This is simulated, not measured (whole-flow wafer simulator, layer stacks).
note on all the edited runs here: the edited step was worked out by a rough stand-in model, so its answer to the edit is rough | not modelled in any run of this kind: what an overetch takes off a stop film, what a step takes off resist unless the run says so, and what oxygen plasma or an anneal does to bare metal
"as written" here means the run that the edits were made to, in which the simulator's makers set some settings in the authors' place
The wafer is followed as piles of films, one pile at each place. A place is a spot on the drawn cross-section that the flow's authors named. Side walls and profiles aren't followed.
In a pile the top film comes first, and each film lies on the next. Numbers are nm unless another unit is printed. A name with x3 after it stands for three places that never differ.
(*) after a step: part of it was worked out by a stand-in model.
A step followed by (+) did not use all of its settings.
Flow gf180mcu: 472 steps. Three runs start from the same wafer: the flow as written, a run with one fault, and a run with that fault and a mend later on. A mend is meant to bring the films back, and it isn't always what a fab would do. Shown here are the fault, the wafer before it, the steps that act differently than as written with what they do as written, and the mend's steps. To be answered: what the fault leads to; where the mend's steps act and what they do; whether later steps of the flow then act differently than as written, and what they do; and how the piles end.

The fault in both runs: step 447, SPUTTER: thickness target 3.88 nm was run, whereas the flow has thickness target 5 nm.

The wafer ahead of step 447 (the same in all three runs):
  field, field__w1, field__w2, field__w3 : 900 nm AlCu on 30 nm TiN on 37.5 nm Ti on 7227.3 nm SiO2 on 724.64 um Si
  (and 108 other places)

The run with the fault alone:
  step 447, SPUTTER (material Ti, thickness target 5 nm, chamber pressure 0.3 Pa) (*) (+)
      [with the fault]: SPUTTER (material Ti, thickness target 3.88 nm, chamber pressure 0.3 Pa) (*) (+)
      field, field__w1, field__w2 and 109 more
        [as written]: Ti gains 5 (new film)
        [with the fault]: Ti gains 3.88 (new film)
  Steps further on in the flow that do not act as written (4 other steps are not shown; they differ only slightly, by no more than 2% or 0.5 nm, whichever is larger):
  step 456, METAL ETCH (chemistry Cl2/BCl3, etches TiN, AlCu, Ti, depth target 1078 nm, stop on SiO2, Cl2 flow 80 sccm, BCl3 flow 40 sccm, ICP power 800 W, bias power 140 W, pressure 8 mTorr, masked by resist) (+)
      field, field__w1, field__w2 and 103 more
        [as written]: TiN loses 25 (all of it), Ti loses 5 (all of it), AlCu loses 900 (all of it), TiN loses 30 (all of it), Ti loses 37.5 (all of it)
        [with the fault]: TiN loses 25 (all of it), Ti loses 3.88 (all of it), AlCu loses 900 (all of it), TiN loses 30 (all of it), Ti loses 37.5 (all of it)
  By the end, the piles at field__w8, contact, m1, m1__w1, pad, m1_nw depart from the flow's by more than 2% or 0.5 nm, whichever is larger.
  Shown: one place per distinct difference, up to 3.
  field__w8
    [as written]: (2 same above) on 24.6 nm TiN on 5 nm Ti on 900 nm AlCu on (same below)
    [with the fault]: (2 same above) on 24.6 nm TiN on 3.88 nm Ti on 900 nm AlCu on (same below)
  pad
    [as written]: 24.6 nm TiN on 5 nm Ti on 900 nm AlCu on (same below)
    [with the fault]: 24.6 nm TiN on 3.88 nm Ti on 900 nm AlCu on (same below)

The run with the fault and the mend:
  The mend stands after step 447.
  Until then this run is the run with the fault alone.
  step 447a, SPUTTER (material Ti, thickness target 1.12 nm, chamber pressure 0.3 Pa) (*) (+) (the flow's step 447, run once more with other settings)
      field, field__w1, field__w2 and 109 more
        Ti gains 1.12
  None of the later steps of the flow acts differently than as written at any place that is followed.
  At every place that both follow, the piles at the end match the flow's.
